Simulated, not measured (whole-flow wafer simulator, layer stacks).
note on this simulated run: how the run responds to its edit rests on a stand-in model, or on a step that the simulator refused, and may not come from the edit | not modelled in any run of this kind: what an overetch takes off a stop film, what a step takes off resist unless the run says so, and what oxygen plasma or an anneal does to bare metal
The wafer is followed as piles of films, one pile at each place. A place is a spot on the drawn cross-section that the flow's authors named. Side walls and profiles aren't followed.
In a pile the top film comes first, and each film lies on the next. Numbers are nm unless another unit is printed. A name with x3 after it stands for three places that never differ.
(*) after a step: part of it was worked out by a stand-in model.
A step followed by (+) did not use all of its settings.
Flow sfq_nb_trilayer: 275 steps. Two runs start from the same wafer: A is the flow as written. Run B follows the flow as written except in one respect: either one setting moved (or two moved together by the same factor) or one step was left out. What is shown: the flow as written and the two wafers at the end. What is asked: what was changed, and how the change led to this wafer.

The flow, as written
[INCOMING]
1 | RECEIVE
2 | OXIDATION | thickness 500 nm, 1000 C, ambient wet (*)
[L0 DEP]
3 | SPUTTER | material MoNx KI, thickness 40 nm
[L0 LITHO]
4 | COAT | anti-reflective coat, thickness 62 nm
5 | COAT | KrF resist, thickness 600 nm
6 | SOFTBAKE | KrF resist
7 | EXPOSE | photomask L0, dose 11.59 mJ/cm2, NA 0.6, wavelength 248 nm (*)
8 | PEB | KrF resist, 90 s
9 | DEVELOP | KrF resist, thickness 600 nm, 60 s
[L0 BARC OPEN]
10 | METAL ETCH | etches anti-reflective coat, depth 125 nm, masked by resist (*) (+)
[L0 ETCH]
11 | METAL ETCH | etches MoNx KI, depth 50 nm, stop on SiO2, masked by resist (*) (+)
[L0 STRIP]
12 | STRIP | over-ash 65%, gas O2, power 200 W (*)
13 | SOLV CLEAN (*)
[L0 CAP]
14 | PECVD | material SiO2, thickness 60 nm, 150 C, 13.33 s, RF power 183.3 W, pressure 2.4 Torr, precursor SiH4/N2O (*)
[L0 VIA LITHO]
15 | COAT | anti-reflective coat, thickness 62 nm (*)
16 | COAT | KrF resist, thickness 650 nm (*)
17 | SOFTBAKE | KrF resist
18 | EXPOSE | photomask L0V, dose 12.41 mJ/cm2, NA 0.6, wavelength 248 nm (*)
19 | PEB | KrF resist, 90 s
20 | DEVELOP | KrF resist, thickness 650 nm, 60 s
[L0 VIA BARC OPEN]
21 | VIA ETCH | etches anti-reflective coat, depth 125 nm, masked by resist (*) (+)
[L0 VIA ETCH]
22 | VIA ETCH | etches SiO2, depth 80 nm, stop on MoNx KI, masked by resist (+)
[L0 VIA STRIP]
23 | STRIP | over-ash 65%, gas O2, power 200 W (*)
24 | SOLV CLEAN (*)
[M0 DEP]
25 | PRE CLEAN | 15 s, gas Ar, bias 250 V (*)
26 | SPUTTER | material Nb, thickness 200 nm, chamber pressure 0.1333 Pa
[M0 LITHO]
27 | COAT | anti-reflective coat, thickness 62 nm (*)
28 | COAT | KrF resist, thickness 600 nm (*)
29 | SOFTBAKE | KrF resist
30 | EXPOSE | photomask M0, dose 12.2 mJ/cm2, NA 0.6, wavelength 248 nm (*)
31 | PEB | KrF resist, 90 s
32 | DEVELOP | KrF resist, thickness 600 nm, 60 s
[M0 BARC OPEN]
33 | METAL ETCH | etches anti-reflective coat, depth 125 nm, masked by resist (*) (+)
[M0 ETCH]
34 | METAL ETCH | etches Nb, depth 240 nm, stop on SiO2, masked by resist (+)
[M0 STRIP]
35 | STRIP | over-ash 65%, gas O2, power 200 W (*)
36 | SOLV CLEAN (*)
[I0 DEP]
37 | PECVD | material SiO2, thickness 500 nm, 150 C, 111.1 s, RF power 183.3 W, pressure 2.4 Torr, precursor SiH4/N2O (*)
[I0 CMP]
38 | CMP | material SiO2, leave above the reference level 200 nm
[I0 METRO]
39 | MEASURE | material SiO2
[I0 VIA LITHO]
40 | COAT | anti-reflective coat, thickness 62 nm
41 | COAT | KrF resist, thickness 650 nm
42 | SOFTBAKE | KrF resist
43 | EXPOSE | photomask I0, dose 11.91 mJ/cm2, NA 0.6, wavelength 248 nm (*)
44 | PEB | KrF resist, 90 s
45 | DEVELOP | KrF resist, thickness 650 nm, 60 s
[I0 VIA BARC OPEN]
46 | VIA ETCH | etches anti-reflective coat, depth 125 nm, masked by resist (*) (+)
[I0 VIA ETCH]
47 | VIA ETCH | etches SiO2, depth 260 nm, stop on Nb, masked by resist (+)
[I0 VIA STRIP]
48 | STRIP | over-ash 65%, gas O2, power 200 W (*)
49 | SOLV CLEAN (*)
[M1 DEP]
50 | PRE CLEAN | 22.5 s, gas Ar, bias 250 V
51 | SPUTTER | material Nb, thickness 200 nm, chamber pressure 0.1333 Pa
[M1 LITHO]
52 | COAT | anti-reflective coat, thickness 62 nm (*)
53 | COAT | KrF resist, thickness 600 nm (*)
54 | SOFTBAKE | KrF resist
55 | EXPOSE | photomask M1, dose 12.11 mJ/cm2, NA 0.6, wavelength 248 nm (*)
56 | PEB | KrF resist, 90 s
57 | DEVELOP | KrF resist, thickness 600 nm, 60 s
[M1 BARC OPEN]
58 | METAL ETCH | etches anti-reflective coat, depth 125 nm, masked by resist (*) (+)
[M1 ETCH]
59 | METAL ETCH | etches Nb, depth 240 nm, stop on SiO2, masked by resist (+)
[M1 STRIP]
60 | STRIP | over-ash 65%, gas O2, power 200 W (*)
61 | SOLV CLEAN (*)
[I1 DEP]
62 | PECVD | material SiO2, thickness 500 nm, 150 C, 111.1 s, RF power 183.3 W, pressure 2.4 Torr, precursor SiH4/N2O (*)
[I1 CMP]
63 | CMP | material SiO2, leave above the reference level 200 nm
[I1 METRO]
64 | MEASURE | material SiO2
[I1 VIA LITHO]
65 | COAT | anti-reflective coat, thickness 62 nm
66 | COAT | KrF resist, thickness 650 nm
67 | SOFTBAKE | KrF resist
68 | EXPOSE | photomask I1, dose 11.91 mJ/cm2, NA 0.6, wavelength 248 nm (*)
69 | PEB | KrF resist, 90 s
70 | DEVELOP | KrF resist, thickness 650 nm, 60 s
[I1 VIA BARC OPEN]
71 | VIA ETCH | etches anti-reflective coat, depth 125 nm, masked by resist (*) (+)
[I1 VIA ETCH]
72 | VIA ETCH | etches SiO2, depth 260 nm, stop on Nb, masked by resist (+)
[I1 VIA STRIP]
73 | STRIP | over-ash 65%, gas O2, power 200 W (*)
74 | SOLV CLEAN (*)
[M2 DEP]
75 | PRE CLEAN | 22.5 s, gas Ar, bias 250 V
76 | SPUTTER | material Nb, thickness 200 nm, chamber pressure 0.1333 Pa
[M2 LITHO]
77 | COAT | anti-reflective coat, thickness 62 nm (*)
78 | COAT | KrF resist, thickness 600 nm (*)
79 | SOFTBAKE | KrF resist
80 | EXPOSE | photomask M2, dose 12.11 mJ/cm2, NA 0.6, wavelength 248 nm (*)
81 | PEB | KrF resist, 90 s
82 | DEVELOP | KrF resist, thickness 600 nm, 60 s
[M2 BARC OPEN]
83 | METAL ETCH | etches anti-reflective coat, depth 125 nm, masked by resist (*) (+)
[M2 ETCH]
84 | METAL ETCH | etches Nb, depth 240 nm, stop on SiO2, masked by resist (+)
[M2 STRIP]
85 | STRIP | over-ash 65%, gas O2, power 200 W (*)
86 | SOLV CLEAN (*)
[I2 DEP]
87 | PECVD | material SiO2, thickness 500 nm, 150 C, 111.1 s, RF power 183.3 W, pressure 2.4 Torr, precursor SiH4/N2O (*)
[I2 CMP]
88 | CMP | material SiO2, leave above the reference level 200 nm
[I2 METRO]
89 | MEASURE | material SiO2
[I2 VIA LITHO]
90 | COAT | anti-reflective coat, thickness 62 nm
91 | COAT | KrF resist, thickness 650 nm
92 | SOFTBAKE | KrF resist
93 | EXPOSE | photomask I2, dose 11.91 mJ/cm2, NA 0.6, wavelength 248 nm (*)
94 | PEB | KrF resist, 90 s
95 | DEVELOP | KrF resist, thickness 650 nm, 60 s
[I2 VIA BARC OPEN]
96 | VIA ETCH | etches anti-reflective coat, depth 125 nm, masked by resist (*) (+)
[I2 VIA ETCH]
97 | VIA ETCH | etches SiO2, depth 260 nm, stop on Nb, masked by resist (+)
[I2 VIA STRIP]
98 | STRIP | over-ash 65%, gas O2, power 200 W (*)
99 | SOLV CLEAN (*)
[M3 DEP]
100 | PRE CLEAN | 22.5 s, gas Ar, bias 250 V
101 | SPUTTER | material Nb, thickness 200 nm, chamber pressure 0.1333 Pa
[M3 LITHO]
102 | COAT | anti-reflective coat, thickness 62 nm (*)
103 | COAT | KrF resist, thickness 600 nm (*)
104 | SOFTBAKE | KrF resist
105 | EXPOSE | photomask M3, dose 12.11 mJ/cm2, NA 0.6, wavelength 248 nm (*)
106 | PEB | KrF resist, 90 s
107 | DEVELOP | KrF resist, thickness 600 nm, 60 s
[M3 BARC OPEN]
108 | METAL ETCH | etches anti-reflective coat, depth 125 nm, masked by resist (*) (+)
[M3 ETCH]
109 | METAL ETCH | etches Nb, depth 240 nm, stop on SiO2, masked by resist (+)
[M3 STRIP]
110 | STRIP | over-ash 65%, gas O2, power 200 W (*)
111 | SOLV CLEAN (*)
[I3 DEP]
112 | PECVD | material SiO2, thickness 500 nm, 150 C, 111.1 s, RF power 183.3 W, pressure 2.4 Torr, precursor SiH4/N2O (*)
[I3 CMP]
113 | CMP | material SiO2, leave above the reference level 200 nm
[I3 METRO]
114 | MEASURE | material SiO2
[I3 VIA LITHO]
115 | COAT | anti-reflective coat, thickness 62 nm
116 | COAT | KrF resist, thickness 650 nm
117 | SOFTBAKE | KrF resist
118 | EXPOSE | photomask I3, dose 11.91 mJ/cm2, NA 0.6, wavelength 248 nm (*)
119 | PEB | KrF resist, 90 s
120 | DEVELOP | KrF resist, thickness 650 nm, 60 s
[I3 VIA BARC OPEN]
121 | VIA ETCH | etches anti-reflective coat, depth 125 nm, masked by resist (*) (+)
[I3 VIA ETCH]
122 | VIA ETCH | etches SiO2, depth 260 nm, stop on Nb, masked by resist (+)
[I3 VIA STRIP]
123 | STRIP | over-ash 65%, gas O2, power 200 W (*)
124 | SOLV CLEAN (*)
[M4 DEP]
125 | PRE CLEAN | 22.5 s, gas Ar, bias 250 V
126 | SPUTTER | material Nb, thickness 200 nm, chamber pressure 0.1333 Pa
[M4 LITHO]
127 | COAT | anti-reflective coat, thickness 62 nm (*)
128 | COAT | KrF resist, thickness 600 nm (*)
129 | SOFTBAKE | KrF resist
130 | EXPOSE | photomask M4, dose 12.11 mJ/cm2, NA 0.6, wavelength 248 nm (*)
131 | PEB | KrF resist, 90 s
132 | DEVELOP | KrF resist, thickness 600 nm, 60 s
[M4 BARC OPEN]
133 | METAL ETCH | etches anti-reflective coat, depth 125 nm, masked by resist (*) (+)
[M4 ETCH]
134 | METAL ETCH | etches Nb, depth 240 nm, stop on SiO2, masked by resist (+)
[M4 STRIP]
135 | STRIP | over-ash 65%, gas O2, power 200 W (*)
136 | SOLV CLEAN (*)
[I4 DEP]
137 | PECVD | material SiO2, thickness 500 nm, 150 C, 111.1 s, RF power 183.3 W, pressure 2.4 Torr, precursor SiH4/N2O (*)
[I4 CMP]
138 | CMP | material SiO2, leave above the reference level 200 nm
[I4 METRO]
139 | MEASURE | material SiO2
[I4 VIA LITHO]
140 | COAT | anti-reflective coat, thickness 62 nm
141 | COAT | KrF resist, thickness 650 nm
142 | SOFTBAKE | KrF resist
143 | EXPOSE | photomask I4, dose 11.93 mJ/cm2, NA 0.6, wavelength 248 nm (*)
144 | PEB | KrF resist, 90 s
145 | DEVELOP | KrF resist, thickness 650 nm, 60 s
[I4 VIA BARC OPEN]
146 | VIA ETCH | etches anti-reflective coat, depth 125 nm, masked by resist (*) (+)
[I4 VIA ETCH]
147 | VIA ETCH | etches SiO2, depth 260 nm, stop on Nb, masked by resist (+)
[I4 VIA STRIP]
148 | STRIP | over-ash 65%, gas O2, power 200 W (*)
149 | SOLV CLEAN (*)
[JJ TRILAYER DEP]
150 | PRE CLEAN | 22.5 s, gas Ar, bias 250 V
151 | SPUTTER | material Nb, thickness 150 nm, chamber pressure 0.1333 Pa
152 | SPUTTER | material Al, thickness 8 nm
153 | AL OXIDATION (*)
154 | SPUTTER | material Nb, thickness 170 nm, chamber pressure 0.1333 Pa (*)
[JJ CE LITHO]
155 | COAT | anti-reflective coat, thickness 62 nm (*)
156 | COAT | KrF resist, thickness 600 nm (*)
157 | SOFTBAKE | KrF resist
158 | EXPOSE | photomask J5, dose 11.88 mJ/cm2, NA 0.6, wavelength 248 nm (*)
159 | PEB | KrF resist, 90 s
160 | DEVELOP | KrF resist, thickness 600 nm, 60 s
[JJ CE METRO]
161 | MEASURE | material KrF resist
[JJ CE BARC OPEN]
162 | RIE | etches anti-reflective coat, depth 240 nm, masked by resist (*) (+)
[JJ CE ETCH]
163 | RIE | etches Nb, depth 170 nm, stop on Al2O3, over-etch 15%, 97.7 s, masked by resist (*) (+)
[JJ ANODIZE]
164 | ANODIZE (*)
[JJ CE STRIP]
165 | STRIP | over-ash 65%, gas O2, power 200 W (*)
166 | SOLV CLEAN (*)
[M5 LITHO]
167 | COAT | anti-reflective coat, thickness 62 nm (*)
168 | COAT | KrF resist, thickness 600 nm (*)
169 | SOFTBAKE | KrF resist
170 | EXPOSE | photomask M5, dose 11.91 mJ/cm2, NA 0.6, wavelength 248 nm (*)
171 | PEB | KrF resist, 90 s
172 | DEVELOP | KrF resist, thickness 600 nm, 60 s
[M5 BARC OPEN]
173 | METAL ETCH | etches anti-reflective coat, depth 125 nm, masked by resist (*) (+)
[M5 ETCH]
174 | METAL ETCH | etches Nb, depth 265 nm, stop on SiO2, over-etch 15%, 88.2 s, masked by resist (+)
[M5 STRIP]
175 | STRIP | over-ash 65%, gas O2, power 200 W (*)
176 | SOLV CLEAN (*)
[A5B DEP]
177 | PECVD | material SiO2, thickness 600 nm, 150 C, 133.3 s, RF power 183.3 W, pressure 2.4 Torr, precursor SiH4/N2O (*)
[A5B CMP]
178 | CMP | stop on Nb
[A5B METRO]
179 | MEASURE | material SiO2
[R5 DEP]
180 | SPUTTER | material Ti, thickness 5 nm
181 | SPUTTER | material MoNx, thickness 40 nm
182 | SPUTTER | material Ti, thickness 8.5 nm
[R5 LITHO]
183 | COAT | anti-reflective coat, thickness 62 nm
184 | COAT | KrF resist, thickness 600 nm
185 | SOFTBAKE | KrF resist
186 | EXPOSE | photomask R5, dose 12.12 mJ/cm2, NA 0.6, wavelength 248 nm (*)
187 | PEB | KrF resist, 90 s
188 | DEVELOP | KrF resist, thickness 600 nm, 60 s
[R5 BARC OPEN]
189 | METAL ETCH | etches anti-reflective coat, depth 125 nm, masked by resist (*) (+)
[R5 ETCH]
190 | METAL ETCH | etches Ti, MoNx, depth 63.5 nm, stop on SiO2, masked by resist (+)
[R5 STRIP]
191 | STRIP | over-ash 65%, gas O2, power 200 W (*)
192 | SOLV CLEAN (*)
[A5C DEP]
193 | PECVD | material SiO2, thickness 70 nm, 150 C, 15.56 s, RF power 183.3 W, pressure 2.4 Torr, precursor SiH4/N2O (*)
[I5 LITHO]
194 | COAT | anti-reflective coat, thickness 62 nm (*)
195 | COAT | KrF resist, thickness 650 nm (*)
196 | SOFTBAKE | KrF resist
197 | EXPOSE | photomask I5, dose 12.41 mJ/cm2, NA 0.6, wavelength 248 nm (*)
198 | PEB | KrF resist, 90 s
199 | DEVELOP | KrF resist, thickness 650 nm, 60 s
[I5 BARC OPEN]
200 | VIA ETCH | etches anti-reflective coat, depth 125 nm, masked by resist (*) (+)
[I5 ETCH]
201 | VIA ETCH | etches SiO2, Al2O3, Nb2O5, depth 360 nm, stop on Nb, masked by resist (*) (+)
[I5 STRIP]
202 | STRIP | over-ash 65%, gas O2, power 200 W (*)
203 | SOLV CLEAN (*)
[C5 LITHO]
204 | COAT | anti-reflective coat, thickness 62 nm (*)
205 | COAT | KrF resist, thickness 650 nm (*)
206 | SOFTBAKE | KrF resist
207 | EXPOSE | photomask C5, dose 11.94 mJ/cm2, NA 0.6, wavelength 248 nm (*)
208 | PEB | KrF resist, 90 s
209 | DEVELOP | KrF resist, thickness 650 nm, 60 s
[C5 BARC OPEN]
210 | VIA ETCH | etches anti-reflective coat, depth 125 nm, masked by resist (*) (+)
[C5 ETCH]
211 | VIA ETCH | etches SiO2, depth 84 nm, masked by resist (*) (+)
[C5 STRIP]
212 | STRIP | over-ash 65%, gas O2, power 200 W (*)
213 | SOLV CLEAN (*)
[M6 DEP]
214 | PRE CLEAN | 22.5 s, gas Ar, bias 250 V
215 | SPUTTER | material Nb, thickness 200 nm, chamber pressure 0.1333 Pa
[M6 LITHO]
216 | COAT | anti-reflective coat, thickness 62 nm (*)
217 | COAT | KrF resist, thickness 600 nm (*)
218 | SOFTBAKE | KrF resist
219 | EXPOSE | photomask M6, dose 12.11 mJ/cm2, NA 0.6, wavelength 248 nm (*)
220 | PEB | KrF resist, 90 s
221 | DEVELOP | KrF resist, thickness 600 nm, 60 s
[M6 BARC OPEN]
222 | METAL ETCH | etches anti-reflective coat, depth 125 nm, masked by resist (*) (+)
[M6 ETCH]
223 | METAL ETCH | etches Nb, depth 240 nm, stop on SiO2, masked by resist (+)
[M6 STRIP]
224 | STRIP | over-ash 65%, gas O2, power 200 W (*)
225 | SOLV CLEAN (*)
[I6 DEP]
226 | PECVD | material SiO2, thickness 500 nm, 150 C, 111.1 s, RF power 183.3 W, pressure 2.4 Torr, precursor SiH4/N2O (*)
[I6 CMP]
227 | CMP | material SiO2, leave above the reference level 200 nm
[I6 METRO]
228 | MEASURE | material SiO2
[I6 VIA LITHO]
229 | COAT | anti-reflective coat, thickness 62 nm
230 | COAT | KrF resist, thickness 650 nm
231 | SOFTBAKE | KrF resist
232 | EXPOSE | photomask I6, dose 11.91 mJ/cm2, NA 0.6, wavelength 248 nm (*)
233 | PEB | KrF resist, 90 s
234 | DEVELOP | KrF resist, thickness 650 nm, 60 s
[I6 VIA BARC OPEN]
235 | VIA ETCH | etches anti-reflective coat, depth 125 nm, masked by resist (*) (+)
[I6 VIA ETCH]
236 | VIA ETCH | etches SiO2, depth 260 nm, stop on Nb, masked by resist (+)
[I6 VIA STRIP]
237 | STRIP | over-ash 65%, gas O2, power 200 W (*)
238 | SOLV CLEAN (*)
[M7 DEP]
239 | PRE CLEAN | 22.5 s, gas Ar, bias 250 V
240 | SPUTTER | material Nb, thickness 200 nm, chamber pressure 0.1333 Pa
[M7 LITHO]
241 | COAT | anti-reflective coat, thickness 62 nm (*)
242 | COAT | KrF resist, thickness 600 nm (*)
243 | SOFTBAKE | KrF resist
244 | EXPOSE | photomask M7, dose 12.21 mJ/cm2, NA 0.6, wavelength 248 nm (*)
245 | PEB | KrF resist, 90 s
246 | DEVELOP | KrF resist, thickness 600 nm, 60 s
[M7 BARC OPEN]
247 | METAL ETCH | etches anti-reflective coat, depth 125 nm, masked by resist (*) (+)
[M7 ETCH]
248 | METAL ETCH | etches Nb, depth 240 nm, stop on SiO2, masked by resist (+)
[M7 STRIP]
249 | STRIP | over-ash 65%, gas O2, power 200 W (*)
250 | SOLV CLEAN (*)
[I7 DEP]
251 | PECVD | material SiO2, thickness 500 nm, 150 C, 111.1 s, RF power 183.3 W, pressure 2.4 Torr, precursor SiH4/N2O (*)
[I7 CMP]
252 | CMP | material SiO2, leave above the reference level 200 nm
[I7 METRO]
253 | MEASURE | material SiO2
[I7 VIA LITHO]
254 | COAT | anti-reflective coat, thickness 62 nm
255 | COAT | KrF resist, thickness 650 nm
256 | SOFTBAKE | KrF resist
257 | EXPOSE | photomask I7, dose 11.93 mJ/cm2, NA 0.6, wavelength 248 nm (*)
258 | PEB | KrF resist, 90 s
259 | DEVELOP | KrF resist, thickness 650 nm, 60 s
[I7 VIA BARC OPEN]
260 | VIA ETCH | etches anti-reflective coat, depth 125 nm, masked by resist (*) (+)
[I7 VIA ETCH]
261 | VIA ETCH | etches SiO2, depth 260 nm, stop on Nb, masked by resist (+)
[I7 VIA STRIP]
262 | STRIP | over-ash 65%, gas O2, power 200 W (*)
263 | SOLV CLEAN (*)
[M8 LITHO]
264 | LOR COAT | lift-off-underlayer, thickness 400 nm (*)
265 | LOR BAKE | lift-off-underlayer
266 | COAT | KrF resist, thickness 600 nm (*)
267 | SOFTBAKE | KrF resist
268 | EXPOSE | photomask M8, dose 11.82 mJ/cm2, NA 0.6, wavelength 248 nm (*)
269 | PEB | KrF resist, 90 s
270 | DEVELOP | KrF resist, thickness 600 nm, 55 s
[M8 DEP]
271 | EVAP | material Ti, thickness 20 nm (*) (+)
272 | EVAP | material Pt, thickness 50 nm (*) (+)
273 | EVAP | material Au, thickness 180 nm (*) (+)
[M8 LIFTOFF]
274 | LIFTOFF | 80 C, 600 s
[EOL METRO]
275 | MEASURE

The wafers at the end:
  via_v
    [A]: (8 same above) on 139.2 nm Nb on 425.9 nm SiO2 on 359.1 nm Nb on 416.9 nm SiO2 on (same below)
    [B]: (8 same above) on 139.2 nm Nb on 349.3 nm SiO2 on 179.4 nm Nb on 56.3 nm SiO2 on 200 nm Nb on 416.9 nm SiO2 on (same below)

The reason: step 122, VIA ETCH: depth 136 nm was run, though the flow has depth 260 nm.

How this came from the change, step by step:
  122 | VIA ETCH | etches SiO2, depth 260 nm, stop on Nb, masked by resist (+)
      via_v: A SiO2 loses 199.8 (all of it) | B SiO2 loses 136
      field_l, v_sur, via_wl and 102 more: A KrF resist loses 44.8 | B KrF resist loses 23.4
  123 | STRIP | over-ash 65%, gas O2, power 200 W (*)
      field_l, v_sur, via_wl and 102 more: A KrF resist loses 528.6 (all of it), anti-reflective coat loses 62 (all of it) | B KrF resist loses 550 (all of it), anti-reflective coat loses 62 (all of it)
  125 | PRE CLEAN | 22.5 s, gas Ar, bias 250 V
      via_v: A Nb loses 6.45 | B SiO2 loses 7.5
  126 | SPUTTER | material Nb, thickness 200 nm, chamber pressure 0.1333 Pa
      via_v: A Nb gains 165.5 | B Nb gains 179.4 (new film)
  127 | COAT | anti-reflective coat, thickness 62 nm (*)
      via_sp: A anti-reflective coat gains 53 (new film) | B anti-reflective coat gains 54.2 (new film)
      via_v: A anti-reflective coat gains 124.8 (new film) | B anti-reflective coat gains 110.1 (new film)
      (as well as at 1 more place)
  128 | COAT | KrF resist, thickness 600 nm (*)
      via_v: A KrF resist gains 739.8 (new film) | B KrF resist gains 688.1 (new film)
  135 | STRIP | over-ash 65%, gas O2, power 200 W (*)
      via_sp: A KrF resist loses 373.9 (all of it), anti-reflective coat loses 53 (all of it) | B KrF resist loses 378.2 (all of it), anti-reflective coat loses 54.2 (all of it)
      via_v: A KrF resist loses 521.8 (all of it), anti-reflective coat loses 124.8 (all of it) | B KrF resist loses 470.2 (all of it), anti-reflective coat loses 110.1 (all of it)
      (as well as at 1 more place)
  137 | PECVD | material SiO2, thickness 500 nm, 150 C, 111.1 s, RF power 183.3 W, pressure 2.4 Torr, precursor SiH4/N2O (*)
      via_v: A SiO2 gains 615 (new film) | B SiO2 gains 513.9 (new film)
  138 | CMP | material SiO2, leave above the reference level 200 nm
      via_v: A SiO2 loses 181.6 | B SiO2 loses 157.1
With metal films that touch counted as one body, via_v has 7 bodies (between them, from the top down: SiO2 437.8; SiO2 209 / Al2O3 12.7 / Nb2O5 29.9; SiO2 349.3; SiO2 56.3; SiO2 416.9; SiO2 192.5); the flow as written gives 6 bodies (between them, from the top down: SiO2 437.8; SiO2 209 / Al2O3 12.7 / Nb2O5 29.9; SiO2 425.9; SiO2 416.9; SiO2 192.5).
